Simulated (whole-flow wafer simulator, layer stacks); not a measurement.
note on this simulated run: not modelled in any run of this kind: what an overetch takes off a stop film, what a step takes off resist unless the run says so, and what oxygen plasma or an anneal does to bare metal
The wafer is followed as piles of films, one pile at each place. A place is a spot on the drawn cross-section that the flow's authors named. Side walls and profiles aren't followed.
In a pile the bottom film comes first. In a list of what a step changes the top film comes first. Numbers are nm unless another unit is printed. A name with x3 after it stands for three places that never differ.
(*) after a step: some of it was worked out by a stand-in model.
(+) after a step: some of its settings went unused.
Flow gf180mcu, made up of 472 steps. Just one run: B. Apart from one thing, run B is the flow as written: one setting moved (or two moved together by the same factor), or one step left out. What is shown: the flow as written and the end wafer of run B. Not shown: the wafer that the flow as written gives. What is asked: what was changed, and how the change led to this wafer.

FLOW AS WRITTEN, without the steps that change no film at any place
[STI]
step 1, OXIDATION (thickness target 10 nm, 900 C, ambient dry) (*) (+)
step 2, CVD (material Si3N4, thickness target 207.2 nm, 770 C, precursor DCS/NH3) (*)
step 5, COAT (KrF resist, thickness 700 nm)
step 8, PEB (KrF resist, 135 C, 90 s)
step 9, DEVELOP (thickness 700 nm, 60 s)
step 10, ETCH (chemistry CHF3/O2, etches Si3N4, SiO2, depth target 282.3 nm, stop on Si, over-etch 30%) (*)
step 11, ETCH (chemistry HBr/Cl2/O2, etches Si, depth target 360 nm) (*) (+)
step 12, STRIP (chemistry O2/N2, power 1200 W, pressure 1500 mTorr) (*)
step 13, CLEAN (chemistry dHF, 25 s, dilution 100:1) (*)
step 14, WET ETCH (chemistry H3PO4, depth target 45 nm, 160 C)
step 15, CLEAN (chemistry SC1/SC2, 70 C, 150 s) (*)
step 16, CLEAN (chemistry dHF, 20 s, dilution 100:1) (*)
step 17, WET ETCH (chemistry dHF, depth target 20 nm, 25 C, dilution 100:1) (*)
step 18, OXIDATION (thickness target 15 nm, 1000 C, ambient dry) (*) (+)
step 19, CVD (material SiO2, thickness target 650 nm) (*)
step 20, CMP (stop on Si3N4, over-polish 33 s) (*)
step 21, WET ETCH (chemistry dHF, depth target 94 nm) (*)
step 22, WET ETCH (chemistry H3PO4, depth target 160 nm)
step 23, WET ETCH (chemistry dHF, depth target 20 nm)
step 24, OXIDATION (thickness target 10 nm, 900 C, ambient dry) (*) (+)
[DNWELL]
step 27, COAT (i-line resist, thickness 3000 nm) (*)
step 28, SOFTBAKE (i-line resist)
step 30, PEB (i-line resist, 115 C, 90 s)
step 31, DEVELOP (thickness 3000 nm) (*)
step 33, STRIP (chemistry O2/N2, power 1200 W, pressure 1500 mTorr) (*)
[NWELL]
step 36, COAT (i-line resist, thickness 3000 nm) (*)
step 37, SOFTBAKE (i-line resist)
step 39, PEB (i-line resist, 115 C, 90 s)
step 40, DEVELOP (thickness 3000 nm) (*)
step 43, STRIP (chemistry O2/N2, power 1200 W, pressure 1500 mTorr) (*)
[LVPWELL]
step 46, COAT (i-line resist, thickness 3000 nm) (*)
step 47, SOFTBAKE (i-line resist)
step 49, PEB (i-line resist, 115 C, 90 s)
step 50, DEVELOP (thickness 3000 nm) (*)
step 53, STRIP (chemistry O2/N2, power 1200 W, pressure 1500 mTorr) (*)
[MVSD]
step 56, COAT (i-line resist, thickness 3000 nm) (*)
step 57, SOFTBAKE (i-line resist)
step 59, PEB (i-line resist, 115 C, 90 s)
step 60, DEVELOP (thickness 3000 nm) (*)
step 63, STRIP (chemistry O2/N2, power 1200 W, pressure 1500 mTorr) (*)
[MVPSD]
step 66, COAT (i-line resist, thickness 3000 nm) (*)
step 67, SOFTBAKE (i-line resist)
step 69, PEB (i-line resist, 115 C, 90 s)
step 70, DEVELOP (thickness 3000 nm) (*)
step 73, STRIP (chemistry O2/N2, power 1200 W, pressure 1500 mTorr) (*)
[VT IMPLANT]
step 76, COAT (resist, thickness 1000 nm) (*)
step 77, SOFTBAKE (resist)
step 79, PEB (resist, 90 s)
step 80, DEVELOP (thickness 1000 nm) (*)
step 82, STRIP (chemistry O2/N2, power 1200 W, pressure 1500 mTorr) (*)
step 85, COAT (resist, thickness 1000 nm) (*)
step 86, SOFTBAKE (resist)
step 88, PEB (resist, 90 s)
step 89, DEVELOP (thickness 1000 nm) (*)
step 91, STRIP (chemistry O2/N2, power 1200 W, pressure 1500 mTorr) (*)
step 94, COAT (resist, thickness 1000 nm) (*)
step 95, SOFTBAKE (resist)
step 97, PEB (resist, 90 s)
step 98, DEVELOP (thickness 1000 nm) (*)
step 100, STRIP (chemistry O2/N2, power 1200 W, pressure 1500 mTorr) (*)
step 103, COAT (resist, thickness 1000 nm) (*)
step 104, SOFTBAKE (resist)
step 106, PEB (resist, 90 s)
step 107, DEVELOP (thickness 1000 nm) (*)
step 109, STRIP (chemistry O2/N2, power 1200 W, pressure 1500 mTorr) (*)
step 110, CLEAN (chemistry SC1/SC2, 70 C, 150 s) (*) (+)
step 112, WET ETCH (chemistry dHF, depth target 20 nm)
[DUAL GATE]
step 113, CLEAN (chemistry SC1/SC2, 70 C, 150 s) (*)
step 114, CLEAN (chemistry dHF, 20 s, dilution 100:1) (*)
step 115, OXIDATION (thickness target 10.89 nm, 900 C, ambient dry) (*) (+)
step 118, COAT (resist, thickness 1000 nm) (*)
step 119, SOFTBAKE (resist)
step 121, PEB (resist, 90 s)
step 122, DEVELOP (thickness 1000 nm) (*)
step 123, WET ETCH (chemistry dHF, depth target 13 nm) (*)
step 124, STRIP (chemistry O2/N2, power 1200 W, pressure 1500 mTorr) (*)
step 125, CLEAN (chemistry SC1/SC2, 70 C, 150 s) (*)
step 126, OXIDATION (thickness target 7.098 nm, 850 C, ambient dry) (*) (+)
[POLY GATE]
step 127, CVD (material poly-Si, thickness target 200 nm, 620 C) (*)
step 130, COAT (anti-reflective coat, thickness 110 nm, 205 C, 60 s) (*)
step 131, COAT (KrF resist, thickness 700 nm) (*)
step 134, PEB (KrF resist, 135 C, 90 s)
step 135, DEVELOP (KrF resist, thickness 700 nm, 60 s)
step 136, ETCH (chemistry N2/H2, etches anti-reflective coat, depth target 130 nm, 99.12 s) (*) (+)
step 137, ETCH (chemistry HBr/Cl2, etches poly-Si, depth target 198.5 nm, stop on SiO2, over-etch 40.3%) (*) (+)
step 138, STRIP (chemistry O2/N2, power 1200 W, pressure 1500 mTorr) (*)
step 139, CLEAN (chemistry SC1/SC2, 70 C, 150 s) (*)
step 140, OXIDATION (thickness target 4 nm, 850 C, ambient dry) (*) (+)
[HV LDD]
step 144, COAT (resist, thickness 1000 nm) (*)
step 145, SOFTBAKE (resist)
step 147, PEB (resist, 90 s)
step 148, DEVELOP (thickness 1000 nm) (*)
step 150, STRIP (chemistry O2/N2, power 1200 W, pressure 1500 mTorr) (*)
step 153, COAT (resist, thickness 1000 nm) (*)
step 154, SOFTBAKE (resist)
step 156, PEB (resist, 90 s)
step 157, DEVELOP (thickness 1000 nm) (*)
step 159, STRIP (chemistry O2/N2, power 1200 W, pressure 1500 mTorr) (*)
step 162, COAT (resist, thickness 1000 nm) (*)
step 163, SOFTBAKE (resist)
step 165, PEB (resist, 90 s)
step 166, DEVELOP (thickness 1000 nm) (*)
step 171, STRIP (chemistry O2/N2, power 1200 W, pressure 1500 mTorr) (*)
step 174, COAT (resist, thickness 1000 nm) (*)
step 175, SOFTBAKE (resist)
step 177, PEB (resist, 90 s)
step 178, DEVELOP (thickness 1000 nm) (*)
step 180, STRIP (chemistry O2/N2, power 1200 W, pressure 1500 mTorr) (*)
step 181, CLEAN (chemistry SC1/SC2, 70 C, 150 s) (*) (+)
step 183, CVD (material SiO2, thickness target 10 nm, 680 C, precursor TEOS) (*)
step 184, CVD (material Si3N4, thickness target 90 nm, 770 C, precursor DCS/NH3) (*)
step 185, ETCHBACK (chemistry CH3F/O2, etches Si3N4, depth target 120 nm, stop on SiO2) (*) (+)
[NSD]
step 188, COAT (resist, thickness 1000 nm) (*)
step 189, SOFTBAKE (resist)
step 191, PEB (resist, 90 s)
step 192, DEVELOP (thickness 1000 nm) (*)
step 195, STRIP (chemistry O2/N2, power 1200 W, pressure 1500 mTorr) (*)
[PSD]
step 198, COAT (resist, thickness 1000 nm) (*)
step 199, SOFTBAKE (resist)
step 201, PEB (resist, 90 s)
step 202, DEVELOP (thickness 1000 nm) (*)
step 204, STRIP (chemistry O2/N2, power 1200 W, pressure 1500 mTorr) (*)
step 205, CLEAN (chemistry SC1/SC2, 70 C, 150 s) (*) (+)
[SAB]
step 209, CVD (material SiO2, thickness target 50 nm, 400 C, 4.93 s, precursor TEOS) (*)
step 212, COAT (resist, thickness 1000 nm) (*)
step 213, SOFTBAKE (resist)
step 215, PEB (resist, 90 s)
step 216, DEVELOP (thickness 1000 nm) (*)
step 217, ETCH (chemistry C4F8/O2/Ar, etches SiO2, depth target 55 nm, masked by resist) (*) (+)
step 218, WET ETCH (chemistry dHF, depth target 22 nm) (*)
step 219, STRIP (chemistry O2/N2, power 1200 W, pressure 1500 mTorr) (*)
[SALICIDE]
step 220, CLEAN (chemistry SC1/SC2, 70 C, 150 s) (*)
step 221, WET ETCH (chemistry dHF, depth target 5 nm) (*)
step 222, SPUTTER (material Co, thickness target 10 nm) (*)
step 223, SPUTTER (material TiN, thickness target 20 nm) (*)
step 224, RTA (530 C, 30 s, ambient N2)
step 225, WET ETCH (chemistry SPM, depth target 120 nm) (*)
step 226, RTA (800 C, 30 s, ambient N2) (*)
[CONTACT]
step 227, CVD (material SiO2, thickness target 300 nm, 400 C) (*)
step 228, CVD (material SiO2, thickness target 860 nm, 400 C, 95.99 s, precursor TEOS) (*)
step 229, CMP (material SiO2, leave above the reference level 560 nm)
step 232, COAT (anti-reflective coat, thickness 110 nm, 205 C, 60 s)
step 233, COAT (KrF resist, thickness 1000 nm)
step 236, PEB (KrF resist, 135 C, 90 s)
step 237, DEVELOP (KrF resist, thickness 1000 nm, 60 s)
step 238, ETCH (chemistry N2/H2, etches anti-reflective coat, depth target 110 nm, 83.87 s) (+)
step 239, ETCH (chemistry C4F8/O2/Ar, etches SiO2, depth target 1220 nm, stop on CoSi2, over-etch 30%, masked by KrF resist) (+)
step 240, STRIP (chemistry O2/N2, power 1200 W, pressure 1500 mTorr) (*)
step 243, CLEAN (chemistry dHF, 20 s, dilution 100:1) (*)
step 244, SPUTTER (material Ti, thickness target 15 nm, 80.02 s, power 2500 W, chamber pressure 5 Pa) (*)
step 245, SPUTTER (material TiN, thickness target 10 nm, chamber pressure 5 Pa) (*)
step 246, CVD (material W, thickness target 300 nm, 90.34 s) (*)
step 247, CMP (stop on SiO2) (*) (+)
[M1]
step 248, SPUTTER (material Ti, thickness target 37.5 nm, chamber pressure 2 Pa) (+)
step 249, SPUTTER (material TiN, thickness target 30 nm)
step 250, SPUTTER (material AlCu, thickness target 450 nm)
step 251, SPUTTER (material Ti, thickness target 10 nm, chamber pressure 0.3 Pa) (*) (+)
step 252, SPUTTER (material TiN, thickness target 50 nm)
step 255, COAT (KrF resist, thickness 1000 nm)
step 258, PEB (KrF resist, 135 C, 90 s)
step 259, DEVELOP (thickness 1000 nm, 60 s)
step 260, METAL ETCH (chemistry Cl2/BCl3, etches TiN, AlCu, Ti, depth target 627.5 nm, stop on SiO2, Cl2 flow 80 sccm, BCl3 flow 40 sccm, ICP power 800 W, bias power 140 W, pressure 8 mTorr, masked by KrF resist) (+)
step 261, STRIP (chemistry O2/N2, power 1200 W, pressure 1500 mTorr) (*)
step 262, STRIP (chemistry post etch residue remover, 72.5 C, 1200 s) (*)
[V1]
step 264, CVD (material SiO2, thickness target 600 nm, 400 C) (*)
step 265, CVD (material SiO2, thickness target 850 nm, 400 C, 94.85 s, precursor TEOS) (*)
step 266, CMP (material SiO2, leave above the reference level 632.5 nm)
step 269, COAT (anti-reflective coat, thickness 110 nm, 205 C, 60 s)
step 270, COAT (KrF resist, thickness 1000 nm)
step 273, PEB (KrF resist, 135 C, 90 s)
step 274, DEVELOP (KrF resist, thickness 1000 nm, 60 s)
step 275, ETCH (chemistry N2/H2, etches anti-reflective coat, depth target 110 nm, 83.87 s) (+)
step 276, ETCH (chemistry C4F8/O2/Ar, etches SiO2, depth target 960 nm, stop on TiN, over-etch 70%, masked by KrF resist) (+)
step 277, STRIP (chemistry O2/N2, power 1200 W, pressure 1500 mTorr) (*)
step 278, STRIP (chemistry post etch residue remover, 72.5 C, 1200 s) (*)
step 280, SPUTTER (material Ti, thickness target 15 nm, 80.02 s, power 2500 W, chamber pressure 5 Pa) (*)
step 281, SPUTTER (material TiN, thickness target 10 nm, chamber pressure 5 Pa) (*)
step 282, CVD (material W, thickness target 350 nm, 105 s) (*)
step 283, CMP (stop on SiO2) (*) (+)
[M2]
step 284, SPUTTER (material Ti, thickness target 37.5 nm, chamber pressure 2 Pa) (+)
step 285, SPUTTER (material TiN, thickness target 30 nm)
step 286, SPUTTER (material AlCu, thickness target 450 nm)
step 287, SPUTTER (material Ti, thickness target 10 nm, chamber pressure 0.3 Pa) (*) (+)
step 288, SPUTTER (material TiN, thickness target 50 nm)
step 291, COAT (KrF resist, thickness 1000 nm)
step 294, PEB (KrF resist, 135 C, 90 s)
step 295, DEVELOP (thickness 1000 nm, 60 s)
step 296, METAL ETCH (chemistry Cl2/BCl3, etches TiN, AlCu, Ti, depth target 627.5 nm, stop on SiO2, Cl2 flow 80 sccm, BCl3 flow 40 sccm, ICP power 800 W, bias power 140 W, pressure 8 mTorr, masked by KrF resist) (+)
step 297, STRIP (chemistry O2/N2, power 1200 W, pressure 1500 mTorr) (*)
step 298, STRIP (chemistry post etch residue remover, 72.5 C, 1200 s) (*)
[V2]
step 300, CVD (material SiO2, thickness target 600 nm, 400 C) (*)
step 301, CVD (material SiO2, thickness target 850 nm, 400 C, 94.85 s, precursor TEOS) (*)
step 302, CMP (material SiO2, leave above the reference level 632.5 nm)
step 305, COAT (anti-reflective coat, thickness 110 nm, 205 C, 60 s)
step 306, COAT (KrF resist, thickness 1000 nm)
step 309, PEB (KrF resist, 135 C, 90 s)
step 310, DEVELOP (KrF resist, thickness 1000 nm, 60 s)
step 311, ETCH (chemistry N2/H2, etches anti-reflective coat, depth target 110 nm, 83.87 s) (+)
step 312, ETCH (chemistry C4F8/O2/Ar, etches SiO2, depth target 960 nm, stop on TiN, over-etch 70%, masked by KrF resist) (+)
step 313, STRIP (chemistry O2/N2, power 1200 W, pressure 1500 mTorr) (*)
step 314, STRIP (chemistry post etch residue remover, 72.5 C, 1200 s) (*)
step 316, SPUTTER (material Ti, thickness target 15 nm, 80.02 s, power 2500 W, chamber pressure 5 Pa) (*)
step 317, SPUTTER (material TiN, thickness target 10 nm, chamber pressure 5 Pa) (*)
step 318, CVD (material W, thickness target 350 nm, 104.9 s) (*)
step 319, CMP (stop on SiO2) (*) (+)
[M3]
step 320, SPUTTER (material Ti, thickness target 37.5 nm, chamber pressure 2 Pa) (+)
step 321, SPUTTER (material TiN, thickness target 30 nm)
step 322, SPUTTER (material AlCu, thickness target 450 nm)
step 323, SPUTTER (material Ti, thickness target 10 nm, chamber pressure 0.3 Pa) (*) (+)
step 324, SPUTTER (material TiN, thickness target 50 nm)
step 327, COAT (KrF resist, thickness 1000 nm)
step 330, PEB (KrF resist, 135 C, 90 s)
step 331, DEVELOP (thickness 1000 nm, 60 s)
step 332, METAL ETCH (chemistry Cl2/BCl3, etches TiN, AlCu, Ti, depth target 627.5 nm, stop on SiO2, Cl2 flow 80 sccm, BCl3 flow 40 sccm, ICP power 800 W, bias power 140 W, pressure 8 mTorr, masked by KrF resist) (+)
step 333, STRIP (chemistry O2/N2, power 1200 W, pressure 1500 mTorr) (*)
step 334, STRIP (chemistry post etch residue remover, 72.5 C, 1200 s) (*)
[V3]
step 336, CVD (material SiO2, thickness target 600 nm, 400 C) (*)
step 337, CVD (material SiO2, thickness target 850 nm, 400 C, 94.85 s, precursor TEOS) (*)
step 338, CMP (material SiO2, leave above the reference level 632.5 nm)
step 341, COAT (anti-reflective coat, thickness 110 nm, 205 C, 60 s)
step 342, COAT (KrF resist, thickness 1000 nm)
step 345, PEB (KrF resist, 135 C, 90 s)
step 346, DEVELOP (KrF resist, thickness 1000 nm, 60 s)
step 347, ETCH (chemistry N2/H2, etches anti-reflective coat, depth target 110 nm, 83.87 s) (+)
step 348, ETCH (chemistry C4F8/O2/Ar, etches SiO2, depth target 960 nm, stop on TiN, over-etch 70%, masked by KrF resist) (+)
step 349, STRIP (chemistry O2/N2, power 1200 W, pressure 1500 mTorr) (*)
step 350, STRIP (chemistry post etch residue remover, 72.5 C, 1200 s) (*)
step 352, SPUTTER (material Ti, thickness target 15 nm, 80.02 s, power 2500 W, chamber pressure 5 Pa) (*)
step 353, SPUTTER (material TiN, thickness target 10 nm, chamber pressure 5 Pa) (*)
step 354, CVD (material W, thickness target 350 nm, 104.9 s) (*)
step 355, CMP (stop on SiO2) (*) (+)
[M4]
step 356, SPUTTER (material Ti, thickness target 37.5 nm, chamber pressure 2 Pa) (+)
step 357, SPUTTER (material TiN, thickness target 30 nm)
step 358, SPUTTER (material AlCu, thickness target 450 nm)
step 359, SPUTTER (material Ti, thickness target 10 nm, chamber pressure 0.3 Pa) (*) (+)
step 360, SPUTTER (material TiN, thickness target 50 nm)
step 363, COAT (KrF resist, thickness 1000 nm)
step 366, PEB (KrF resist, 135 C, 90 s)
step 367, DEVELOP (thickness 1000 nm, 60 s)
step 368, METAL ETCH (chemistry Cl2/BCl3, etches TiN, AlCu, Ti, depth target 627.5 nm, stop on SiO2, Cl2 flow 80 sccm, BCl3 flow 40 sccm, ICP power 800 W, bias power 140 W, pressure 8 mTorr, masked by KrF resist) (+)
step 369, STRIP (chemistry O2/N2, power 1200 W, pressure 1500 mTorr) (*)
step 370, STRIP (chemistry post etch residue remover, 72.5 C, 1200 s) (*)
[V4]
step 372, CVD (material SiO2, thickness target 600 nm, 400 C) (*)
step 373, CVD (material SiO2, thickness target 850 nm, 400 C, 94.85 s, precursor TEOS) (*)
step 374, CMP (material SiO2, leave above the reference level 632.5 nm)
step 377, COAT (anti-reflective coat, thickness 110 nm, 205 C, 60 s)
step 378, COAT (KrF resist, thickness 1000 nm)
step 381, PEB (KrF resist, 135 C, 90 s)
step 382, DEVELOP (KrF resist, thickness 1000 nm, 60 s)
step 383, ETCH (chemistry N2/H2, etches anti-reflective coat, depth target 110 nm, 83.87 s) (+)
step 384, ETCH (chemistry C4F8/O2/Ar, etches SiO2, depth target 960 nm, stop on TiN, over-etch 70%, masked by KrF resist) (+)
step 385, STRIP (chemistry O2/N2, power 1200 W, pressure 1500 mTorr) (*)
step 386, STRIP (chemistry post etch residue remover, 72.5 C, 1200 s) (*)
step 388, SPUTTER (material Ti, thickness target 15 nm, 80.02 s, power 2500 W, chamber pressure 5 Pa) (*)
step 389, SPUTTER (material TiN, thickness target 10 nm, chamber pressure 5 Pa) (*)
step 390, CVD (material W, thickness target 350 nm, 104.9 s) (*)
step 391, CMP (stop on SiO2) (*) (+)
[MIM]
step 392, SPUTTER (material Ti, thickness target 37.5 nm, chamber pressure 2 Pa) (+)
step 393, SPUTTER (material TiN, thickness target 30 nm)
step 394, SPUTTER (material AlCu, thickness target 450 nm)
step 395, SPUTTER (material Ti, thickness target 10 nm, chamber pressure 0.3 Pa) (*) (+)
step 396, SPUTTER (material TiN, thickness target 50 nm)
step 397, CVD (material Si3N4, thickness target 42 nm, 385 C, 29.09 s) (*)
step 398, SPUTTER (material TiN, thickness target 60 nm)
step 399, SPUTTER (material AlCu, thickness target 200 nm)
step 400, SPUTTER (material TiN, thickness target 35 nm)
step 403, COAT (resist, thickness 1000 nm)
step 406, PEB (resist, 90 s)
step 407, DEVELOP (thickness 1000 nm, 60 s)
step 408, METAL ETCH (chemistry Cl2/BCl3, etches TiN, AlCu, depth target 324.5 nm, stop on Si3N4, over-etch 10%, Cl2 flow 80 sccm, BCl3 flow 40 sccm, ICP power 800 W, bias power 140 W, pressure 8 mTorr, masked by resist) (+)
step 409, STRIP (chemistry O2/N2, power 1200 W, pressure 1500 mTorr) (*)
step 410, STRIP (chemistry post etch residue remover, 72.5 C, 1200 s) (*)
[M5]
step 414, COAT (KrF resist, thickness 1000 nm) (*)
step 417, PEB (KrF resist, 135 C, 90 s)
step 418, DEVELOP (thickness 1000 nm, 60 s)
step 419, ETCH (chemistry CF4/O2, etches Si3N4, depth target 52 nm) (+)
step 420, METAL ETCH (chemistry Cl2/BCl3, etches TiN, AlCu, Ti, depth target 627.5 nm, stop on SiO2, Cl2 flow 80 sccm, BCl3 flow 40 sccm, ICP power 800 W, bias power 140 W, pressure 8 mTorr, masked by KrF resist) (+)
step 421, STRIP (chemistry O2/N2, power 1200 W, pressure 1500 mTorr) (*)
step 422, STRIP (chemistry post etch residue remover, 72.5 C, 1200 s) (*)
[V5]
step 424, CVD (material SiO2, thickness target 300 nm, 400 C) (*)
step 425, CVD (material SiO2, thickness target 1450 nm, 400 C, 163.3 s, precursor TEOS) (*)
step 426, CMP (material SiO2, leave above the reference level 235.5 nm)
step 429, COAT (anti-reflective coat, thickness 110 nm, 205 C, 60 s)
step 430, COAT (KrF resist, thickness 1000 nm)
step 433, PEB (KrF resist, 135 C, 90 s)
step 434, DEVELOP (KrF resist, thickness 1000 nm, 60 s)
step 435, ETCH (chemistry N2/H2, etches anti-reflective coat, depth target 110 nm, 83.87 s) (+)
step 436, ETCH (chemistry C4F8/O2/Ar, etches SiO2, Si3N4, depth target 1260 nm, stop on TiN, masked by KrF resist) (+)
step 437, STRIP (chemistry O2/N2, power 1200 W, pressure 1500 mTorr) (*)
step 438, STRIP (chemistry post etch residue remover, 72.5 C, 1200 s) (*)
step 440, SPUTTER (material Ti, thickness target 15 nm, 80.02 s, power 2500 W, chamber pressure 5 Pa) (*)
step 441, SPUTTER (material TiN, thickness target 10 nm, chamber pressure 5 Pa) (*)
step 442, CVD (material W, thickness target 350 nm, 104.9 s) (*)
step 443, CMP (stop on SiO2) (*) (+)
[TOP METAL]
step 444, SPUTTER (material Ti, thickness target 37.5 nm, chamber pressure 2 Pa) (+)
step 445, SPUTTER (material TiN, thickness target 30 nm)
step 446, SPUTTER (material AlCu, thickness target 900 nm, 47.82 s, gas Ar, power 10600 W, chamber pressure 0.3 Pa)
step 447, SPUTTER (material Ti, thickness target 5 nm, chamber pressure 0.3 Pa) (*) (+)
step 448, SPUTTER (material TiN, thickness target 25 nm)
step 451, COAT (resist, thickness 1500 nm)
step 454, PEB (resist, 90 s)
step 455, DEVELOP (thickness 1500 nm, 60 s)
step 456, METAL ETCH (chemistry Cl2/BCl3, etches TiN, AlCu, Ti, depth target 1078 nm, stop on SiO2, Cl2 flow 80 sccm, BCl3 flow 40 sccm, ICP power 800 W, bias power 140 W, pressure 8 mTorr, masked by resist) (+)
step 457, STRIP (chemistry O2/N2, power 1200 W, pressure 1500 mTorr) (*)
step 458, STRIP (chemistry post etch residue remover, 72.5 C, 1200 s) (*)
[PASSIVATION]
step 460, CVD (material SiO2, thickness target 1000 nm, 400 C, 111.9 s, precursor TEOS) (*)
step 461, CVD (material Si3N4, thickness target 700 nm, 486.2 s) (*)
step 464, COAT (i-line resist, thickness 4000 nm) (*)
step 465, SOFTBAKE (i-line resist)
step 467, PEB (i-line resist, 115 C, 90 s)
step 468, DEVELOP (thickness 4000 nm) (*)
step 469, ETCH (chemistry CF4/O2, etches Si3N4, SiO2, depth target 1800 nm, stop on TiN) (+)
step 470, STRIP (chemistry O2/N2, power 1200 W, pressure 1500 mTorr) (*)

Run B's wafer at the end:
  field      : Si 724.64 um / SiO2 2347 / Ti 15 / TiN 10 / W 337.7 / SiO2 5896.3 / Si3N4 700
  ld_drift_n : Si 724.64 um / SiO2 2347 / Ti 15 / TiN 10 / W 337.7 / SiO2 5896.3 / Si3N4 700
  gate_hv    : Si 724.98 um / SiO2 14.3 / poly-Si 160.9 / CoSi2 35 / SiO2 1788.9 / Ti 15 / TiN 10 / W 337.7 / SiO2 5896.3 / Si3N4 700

What caused this: step 283, CMP: stop on SiO2 (*) (+), was skipped.

How this came from the change, step by step:
  step 296, METAL ETCH (chemistry Cl2/BCl3, etches TiN, AlCu, Ti, depth target 627.5 nm, stop on SiO2, Cl2 flow 80 sccm, BCl3 flow 40 sccm, ICP power 800 W, bias power 140 W, pressure 8 mTorr, masked by KrF resist) (+)
      field, field__w1, field__w2 and 103 more: -50 TiN (all of it), -10 Ti (all of it), -450 AlCu (all of it), -30 TiN (all of it), -37.5 Ti (all of it), -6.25 W (as written it would have been: -50 TiN (all of it), -10 Ti (all of it), -450 AlCu (all of it), -30 TiN (all of it), -37.5 Ti (all of it))
  step 298, STRIP (chemistry post etch residue remover, 72.5 C, 1200 s) (*)
      field, field__w1, field__w2 and 103 more: -6.01 W (as written it would have been: nothing)
  step 300, CVD (material SiO2, thickness target 600 nm, 400 C) (*)
      field, field__w1, field__w2 and 103 more: +600 SiO2 (new film) (as written it would have been: +600 SiO2)
  step 302, CMP (material SiO2, leave above the reference level 632.5 nm)
      field, field__w1, field__w2 and 103 more: -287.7 SiO2 (as written it would have been: -300 SiO2)
If metal films that touch count as one body, field has 1 body; the flow as written gives 0 bodies.
If metal films that touch count as one body, ld_drift_n has 1 body; the flow as written gives 0 bodies.
If metal films that touch count as one body, gate_hv has 2 bodies (between them, from the top down: SiO2 1788.9); the flow as written gives 1 body.
